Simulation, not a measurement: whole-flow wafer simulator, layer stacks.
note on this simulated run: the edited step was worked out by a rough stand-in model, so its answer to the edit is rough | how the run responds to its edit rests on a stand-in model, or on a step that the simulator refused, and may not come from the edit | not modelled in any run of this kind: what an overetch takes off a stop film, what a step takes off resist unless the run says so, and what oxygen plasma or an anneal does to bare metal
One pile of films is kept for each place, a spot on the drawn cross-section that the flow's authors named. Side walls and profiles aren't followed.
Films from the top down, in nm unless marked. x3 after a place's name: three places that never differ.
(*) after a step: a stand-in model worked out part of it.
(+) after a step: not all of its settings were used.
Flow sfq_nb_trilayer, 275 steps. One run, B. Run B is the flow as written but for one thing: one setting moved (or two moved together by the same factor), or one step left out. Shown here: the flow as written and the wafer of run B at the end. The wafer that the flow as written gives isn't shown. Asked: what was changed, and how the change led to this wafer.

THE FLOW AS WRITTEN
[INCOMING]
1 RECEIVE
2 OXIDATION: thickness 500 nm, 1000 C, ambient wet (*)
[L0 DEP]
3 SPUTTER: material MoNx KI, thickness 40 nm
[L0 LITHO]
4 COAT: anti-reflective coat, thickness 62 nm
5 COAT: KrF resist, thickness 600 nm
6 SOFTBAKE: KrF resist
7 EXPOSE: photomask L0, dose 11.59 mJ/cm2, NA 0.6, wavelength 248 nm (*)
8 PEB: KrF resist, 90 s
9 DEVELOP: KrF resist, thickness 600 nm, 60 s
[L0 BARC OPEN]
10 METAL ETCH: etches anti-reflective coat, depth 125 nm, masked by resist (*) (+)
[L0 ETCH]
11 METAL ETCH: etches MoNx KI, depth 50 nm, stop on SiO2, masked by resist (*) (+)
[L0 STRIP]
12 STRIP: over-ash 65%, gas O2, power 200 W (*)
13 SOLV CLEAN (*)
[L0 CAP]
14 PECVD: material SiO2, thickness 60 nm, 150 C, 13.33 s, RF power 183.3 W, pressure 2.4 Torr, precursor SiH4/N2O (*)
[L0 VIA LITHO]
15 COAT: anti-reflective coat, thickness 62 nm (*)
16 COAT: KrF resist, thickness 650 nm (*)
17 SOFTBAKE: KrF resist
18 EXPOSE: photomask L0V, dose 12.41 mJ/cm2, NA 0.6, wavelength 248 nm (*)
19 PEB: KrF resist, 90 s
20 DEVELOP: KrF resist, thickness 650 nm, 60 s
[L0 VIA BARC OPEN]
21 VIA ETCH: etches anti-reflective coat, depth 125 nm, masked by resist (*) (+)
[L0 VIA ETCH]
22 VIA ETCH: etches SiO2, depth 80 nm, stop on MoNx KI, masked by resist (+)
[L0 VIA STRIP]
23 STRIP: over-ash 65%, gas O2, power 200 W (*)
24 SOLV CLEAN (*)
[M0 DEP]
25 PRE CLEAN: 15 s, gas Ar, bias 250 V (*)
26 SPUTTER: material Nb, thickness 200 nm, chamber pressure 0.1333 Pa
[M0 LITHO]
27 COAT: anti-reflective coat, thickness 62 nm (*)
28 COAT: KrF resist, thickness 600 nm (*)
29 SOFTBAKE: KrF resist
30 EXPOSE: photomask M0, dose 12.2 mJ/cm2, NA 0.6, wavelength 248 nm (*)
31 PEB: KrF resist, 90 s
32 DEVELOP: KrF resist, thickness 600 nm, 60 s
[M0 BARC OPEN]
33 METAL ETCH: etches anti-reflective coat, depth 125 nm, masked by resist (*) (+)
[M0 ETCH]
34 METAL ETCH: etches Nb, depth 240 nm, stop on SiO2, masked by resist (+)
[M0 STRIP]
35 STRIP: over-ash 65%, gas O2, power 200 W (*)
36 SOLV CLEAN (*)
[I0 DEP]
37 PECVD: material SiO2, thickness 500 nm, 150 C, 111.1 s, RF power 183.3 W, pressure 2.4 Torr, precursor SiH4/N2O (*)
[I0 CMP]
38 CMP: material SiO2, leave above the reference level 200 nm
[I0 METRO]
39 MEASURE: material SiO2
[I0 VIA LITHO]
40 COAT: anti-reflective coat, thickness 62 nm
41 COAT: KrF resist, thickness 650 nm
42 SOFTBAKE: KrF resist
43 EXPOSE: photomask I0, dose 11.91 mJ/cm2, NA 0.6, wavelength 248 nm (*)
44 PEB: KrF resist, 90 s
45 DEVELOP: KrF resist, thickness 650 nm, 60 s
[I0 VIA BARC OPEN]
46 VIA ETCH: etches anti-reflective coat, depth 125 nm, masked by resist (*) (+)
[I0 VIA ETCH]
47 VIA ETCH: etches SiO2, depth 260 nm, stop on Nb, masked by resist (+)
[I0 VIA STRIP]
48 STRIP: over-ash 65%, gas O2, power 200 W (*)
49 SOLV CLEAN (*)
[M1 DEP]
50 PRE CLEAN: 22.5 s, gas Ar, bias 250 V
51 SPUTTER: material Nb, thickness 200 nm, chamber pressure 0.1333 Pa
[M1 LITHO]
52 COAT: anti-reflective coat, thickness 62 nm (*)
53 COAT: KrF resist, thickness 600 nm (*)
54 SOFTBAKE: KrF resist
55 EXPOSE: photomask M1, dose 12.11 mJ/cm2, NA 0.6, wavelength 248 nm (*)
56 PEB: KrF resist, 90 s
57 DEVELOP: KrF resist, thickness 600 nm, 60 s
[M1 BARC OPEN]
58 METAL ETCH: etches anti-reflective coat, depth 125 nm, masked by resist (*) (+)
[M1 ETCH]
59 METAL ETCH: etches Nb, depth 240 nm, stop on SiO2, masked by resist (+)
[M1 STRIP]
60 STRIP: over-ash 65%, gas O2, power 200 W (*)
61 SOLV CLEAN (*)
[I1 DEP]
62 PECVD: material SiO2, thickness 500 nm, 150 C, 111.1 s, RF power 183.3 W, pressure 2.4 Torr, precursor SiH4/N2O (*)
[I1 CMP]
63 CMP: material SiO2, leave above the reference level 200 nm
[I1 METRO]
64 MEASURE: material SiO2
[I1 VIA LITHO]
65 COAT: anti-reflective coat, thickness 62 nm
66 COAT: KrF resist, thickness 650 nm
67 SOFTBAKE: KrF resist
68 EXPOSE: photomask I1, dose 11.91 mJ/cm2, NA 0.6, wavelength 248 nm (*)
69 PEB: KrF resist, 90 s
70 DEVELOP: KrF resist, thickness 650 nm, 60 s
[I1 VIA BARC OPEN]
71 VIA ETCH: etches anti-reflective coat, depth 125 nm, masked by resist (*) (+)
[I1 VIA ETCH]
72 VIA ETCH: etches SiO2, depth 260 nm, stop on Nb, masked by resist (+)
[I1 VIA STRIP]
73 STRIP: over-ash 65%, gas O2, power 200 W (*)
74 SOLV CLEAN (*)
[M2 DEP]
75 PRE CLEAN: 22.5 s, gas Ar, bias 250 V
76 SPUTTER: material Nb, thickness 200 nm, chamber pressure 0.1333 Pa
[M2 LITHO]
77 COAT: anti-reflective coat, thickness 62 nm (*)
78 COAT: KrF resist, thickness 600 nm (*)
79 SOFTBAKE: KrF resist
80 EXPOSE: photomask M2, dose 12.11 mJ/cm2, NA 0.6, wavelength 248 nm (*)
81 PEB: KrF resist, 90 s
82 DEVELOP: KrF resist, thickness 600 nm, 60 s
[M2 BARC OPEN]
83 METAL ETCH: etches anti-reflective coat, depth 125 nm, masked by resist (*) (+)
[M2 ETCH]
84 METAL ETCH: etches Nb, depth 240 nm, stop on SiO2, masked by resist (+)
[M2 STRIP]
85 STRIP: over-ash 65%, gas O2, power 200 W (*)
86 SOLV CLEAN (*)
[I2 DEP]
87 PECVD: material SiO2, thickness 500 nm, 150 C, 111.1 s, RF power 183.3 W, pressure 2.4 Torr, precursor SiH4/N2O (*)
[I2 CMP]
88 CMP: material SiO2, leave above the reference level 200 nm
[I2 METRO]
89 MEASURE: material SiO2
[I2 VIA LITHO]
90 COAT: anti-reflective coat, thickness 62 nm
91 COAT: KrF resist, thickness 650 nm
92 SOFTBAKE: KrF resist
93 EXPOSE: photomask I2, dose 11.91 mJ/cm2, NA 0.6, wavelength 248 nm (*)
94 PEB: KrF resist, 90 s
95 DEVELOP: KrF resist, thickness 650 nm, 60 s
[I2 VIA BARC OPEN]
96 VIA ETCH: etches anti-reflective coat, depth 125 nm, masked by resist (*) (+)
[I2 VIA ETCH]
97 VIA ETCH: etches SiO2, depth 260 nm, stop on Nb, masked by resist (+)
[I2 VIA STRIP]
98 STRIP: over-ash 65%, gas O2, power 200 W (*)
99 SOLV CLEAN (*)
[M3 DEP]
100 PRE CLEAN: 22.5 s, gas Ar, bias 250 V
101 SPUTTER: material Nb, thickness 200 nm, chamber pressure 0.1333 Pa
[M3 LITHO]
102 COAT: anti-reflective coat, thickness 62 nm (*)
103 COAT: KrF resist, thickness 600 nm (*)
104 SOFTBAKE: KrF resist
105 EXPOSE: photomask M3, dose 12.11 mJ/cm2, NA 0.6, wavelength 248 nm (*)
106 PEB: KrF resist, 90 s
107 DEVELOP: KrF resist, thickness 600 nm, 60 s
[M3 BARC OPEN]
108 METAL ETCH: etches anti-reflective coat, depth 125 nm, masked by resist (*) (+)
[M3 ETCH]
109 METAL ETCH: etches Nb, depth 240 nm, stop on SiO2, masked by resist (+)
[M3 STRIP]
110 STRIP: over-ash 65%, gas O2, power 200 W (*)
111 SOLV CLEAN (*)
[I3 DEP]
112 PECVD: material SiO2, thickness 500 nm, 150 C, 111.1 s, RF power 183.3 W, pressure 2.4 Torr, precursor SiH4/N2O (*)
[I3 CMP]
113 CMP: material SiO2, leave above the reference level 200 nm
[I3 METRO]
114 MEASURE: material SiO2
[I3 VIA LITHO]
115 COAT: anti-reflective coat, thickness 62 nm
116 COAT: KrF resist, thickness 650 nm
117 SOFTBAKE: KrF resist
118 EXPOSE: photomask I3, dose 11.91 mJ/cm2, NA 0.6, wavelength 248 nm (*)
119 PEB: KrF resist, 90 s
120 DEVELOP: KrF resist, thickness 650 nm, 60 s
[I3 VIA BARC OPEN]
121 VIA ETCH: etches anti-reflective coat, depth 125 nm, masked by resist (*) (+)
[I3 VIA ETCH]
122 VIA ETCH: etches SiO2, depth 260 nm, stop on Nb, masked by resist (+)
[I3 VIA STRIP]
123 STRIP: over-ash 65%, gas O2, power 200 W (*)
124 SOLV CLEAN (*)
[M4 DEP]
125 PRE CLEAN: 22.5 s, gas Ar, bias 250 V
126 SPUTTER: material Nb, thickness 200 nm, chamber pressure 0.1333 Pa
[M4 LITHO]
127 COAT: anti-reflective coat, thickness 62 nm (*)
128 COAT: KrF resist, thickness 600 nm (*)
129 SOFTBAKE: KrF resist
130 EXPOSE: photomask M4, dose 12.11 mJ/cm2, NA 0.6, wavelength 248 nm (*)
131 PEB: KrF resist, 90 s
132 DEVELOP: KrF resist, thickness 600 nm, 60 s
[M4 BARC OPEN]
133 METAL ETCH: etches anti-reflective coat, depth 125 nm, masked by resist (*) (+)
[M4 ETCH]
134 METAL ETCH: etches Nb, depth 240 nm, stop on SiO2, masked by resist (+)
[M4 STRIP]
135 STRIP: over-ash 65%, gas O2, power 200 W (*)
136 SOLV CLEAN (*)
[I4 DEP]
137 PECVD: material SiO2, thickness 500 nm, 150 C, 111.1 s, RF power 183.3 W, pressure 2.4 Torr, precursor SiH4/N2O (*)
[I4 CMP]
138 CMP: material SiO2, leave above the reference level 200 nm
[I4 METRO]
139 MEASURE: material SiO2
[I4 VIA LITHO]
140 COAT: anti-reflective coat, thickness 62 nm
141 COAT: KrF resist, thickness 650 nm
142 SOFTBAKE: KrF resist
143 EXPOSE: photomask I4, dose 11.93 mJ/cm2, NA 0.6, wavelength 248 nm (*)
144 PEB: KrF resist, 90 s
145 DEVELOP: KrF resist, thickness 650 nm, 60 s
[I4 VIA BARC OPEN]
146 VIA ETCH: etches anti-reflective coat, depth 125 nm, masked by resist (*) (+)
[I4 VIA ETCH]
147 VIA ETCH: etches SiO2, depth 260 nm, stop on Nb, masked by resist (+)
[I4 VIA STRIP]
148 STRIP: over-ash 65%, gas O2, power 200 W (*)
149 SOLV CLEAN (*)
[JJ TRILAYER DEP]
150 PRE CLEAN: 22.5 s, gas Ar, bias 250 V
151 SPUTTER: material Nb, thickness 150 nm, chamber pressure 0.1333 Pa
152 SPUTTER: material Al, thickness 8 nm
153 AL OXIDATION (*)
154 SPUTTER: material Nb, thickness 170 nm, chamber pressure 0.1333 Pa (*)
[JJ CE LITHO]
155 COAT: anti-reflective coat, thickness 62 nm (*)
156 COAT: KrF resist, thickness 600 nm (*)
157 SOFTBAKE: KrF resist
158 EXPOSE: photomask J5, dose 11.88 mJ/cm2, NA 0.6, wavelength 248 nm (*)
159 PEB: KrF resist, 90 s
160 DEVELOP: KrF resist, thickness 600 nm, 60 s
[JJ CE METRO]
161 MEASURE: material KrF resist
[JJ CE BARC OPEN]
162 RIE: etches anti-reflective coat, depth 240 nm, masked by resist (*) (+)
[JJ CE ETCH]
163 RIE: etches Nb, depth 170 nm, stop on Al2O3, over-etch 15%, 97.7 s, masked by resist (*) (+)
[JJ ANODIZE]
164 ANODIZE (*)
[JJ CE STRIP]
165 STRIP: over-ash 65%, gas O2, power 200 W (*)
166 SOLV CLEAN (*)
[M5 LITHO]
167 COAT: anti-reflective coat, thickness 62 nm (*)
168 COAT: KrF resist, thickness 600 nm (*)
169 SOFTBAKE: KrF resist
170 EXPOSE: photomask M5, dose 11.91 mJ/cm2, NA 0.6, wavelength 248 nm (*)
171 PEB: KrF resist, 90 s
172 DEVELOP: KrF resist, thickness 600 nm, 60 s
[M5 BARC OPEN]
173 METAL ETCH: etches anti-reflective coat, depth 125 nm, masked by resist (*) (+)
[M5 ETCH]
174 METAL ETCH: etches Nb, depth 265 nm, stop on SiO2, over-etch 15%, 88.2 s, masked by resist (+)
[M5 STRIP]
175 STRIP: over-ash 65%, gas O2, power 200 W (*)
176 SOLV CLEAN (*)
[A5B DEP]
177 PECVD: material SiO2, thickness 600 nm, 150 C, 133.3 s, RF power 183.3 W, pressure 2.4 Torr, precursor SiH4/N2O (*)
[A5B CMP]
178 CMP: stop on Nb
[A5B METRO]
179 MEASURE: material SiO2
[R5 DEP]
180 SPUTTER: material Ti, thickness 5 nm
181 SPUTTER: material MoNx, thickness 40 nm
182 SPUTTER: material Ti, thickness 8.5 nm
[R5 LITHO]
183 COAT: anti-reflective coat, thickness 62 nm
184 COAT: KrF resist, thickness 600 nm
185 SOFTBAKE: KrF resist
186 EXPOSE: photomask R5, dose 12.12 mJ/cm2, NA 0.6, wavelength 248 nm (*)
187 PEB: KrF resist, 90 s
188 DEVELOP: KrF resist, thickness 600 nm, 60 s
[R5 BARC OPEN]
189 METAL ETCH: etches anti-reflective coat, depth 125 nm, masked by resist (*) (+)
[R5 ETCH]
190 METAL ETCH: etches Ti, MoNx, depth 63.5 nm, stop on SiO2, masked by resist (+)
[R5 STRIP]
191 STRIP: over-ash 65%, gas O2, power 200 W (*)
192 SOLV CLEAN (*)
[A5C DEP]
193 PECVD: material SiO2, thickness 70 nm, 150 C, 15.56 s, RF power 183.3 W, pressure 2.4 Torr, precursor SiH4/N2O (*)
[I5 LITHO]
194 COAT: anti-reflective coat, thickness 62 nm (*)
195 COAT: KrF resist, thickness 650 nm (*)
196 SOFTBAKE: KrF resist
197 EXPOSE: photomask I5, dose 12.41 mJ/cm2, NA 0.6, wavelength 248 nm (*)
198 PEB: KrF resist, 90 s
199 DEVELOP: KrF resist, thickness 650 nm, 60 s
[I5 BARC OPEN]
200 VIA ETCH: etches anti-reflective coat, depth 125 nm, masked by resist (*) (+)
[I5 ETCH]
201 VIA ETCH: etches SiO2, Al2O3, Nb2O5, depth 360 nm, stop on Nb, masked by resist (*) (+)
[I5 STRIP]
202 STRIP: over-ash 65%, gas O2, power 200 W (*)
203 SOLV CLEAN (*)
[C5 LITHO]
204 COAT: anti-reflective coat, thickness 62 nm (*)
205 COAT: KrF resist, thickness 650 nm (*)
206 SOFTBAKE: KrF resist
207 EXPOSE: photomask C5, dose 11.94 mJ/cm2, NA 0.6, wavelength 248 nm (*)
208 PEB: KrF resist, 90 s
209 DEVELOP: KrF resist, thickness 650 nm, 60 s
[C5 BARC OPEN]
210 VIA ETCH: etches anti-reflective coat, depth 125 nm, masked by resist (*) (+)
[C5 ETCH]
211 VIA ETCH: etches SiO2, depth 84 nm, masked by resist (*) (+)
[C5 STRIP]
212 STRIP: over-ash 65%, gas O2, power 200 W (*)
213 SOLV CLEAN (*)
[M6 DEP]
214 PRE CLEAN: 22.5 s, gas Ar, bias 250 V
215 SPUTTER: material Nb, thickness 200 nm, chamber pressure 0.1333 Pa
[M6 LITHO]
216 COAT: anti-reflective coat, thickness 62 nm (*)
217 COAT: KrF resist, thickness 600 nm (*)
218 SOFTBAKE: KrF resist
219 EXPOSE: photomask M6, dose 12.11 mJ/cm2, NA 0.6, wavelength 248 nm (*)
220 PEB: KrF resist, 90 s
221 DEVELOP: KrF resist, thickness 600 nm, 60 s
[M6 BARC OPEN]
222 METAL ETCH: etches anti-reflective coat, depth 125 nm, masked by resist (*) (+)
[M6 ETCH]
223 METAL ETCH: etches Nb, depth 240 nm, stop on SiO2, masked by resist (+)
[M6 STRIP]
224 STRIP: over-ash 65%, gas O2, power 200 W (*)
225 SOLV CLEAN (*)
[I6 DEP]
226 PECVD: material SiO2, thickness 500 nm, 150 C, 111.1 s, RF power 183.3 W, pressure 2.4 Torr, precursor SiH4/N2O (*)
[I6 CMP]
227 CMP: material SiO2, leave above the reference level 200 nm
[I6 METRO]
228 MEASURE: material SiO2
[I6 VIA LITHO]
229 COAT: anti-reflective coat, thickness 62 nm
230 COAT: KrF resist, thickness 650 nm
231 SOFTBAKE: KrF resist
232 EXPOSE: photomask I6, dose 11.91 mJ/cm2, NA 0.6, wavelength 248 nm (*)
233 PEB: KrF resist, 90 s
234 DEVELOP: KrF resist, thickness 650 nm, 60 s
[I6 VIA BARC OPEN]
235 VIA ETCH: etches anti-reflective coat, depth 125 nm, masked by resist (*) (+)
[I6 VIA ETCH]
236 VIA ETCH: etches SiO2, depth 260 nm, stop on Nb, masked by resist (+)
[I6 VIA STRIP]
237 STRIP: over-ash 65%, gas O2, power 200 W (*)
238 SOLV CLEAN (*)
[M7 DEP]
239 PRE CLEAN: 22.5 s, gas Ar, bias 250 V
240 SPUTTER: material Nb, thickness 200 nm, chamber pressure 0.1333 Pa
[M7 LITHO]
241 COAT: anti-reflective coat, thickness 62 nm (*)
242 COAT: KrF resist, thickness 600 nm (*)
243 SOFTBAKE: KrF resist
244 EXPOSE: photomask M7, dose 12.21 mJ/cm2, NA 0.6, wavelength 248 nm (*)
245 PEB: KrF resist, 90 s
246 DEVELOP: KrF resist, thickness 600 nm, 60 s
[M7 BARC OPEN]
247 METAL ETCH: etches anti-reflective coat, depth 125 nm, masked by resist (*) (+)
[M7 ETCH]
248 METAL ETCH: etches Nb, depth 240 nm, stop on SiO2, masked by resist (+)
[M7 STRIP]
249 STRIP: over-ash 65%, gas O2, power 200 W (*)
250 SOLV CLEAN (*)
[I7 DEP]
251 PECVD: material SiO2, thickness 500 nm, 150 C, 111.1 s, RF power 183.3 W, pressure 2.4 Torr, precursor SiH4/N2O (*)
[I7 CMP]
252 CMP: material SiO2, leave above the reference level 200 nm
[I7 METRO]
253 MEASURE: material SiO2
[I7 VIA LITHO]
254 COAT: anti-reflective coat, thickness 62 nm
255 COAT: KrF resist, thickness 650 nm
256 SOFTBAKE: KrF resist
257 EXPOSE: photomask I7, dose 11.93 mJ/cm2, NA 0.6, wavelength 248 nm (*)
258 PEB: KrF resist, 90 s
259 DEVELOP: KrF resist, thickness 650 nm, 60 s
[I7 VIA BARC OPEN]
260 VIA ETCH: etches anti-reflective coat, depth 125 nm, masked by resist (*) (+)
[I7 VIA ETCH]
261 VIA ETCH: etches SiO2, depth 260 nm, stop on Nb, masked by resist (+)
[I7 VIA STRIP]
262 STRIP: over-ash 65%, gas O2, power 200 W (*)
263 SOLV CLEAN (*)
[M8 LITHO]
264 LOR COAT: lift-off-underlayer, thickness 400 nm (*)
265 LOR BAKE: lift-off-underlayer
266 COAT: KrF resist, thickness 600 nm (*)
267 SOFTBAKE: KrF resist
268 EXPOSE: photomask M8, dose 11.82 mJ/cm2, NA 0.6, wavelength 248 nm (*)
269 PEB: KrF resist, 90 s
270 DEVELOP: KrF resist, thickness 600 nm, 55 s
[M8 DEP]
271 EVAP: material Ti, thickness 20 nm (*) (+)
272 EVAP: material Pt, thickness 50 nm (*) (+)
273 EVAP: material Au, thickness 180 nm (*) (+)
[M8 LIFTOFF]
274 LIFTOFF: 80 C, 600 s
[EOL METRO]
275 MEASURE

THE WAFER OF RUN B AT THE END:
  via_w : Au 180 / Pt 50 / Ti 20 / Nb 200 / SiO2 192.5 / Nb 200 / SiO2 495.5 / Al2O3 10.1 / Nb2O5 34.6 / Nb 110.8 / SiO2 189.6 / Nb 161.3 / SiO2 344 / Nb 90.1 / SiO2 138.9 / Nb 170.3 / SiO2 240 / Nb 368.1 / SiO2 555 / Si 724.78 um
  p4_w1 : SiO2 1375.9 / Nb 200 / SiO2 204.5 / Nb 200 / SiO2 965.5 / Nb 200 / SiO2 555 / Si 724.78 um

The cause: step 62, PECVD: thickness 288 nm was run, where the flow has thickness 500 nm; step 62, PECVD: 63.89 s was run, where the flow has 111.1 s.

How the change led to this, step by step:
  62 PECVD: material SiO2, thickness 500 nm, 150 C, 111.1 s, RF power 183.3 W, pressure 2.4 Torr, precursor SiH4/N2O (*)
      field_l, be, be_sur and 72 more: SiO2 +288 (as written it would be: SiO2 +500)
      v_sur, via_wl, via_wr and 20 more: SiO2 +288 (new film) (as written it would be: SiO2 +500 (new film))
      (and at 8 more places)
  63 CMP: material SiO2, leave above the reference level 200 nm
      field_l, be, be_sur and 72 more: nothing (as written it would be: SiO2 -100)
      lsp_m, ln_m6, lsp_r, l0_sur, l0v: nothing (as written it would be: SiO2 -94.9)
      (and at 26 more places)
  65 COAT: anti-reflective coat, thickness 62 nm
      p3_l3, p3_s3, p3_l4 and 8 more: anti-reflective coat +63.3 (new film) (as written it would be: anti-reflective coat +62 (new film))
      sp_r, be_r, r_sur, res, moat, lsp_r, p3_s2, p3_s5: anti-reflective coat +63.4 (new film) (as written it would be: anti-reflective coat +62 (new film))
      (and at 74 more places)
  66 COAT: KrF resist, thickness 650 nm
      m0r_line_l, m0r_line_r, m6r_line_l, m6r_line_r, m7r_line_l, m7r_line_r: KrF resist +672 (new film) (as written it would be: KrF resist +650 (new film))
      m0r_space_l, m0r_space_r, m6r_space_l, m6r_space_r, m7r_space_l, m7r_space_r: KrF resist +663.6 (new film) (as written it would be: KrF resist +650 (new film))
      (and at 40 more places)
  70 DEVELOP: KrF resist, thickness 650 nm, 60 s
      via_v: KrF resist -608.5 (all of it) (as written it would be: KrF resist -648.6 (all of it))
  71 VIA ETCH: etches anti-reflective coat, depth 125 nm, masked by resist (*) (+)
      field_l, v_sur, via_wl and 102 more: KrF resist -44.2 (as written it would be: KrF resist -51.7)
      via_v: anti-reflective coat -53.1 (all of it), SiO2 -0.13 (as written it would be: anti-reflective coat -62 (all of it), SiO2 -0.16)
  73 STRIP: over-ash 65%, gas O2, power 200 W (*)
      m0r_line_l, m0r_line_r, m6r_line_l, m6r_line_r, m7r_line_l, m7r_line_r: KrF resist -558 (all of it), anti-reflective coat -63.3 (all of it) (as written it would be: KrF resist -528.6 (all of it), anti-reflective coat -62 (all of it))
      m0r_space_l, m0r_space_r, m6r_space_l, m6r_space_r, m7r_space_l, m7r_space_r: KrF resist -549.6 (all of it), anti-reflective coat -76.7 (all of it) (as written it would be: KrF resist -528.6 (all of it), anti-reflective coat -62 (all of it))
      (and at 87 more places)
  76 SPUTTER: material Nb, thickness 200 nm, chamber pressure 0.1333 Pa
      be, lsp_l: Nb +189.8 (new film) (as written it would be: Nb +200 (new film))
      via_w: Nb +170.3 (new film) (as written it would be: Nb +200 (new film))
  77 COAT: anti-reflective coat, thickness 62 nm (*)
      m0r_line_l, m0r_line_r, m6r_line_l, m6r_line_r, m7r_line_l, m7r_line_r: anti-reflective coat +63.5 (new film) (as written it would be: anti-reflective coat +62 (new film))
      m0r_space_l, m0r_space_r, m6r_space_l, m6r_space_r, m7r_space_l, m7r_space_r: anti-reflective coat +74.2 (new film) (as written it would be: anti-reflective coat +62 (new film))
      (and at 76 more places)
  78 COAT: KrF resist, thickness 600 nm (*)
      m0r_line_l, m0r_line_r, m6r_line_l, m6r_line_r, m7r_line_l, m7r_line_r: KrF resist +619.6 (new film) (as written it would be: KrF resist +600 (new film))
      m0r_space_l, m0r_space_r, m6r_space_l, m6r_space_r, m7r_space_l, m7r_space_r: KrF resist +614.1 (new film) (as written it would be: KrF resist +600 (new film))
      (and at 39 more places)
  82 DEVELOP: KrF resist, thickness 600 nm, 60 s
      m0r_line_l, m0r_line_r, m6r_line_l, m6r_line_r, m7r_line_l, m7r_line_r: KrF resist -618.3 (all of it) (as written it would be: KrF resist -598.7 (all of it))
      m0r_space_l, m0r_space_r, m6r_space_l, m6r_space_r, m7r_space_l, m7r_space_r: KrF resist -612.8 (all of it) (as written it would be: KrF resist -598.7 (all of it))
      (and at 24 more places)
  83 METAL ETCH: etches anti-reflective coat, depth 125 nm, masked by resist (*) (+)
      v_sur, via_wl, via_w and 19 more: KrF resist -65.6 (as written it would be: KrF resist -51.7)
      m0r_line_l, m0r_line_r, m6r_line_l, m6r_line_r, m7r_line_l, m7r_line_r: anti-reflective coat -63.5 (all of it) (as written it would be: anti-reflective coat -62 (all of it))
      (and at 60 more places)
  84 METAL ETCH: etches Nb, depth 240 nm, stop on SiO2, masked by resist (+)
      be, lsp_l: Nb -189.8 (all of it) (as written it would be: Nb -200 (all of it))
  85 STRIP: over-ash 65%, gas O2, power 200 W (*)
      wl_a_sr, wl_b_m5: KrF resist -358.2 (all of it), anti-reflective coat -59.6 (all of it) (as written it would be: KrF resist -382.4 (all of it), anti-reflective coat -62 (all of it))
      v_sur: KrF resist -311.1 (all of it), anti-reflective coat -44.3 (all of it) (as written it would be: KrF resist -380 (all of it), anti-reflective coat -61.4 (all of it))
      (and at 19 more places)
  87 PECVD: material SiO2, thickness 500 nm, 150 C, 111.1 s, RF power 183.3 W, pressure 2.4 Torr, precursor SiH4/N2O (*)
      via_w: SiO2 +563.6 (new film) (as written it would be: SiO2 +500 (new film))
  88 CMP: material SiO2, leave above the reference level 200 nm
      field_l, be, be_sur and 79 more: nothing (as written it would be: SiO2 -100)
      via_w: SiO2 -157.1 (as written it would be: SiO2 -300)
  ... 36 more steps ...
  178 CMP: stop on Nb
      via_w: SiO2 -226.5 (as written it would be: SiO2 -235.2)
Counting metal films that touch as one body, via_w has 7 bodies (between them, from the top down: SiO2 192.5; SiO2 495.5 / Al2O3 10.1 / Nb2O5 34.6; SiO2 189.6; SiO2 344; SiO2 138.9; SiO2 240); the flow as written gives 5 bodies (between them, from the top down: SiO2 192.5; SiO2 427.3 / Al2O3 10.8 / Nb2O5 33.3; SiO2 425.9; SiO2 416.9).
